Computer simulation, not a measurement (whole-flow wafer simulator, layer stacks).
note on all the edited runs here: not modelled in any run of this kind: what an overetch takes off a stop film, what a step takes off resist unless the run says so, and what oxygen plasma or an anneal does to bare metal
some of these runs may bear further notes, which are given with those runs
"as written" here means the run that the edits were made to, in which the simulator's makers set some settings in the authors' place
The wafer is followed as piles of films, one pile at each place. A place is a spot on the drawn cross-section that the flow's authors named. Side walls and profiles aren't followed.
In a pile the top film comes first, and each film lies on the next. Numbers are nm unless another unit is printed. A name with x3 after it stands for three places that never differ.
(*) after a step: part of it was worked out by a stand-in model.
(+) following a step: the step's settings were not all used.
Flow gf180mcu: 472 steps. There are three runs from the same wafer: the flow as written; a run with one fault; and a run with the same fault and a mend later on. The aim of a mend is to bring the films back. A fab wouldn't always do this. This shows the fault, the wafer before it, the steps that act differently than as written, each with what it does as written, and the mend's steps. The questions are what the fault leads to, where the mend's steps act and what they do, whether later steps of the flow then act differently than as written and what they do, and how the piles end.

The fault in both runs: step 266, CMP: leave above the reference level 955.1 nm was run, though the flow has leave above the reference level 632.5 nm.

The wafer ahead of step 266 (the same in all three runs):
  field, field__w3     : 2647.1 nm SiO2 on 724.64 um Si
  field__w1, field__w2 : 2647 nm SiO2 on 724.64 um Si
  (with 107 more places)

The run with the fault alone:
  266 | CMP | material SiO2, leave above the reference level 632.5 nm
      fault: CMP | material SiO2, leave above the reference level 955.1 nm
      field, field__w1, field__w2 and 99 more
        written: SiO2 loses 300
        fault: nothing
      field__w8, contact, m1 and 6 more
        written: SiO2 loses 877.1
        fault: SiO2 loses 554.5
  Later steps of the flow acting differently than as written (7 more steps, not shown, differ only slightly: by at most 2% or 0.5 nm, whichever is larger):
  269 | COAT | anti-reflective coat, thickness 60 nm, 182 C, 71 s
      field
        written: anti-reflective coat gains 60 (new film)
        fault: anti-reflective coat gains 68.9 (new film)
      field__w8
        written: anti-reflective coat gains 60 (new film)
        fault: anti-reflective coat gains 47 (new film)
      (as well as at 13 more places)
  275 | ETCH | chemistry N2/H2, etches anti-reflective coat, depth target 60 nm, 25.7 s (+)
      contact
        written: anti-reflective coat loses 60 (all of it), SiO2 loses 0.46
        fault: anti-reflective coat loses 47.2 (all of it), SiO2 loses 0.79
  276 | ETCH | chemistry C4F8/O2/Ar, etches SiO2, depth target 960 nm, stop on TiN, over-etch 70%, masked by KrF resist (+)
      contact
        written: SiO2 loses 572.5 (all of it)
        fault: SiO2 loses 894.7 (all of it)
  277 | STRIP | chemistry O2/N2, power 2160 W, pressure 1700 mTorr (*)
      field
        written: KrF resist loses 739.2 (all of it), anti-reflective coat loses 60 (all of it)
        fault: KrF resist loses 734.6 (all of it), anti-reflective coat loses 68.9 (all of it)
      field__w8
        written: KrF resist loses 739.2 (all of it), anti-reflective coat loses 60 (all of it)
        fault: KrF resist loses 737.1 (all of it), anti-reflective coat loses 47 (all of it)
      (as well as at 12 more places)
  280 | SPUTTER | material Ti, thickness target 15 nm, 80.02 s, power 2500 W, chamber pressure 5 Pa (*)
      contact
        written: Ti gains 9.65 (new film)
        fault: Ti gains 8.11 (new film)
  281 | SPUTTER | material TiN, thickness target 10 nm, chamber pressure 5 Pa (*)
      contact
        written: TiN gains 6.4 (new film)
        fault: TiN gains 5.38 (new film)
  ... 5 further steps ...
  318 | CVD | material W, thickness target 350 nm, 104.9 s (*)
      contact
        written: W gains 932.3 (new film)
        fault: W gains 954.1 (new film)
  The piles end different from the flow's at field, field__w1, field__w2 and 109 more by more than 2% or 0.5 nm, whichever is larger.
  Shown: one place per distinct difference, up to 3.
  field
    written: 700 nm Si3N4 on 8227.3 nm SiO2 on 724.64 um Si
    fault: 700 nm Si3N4 on 8548.9 nm SiO2 on 724.64 um Si
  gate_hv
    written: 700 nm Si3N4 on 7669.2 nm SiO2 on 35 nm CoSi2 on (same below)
    fault: 700 nm Si3N4 on 7990.8 nm SiO2 on 35 nm CoSi2 on (same below)
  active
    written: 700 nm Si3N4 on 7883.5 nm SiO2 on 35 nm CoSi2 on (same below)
    fault: 700 nm Si3N4 on 8205.1 nm SiO2 on 35 nm CoSi2 on (same below)

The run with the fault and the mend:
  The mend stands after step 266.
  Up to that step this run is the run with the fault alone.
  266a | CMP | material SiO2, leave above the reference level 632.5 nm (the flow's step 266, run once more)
      field, field__w1, field__w2 and 99 more
        SiO2 loses 300
      field__w8, contact, m1 and 6 more
        SiO2 loses 322.6
  Later steps of the flow that are run all act as written at every place that is followed.
  By the end, the piles equal the flow's at every place that both follow.
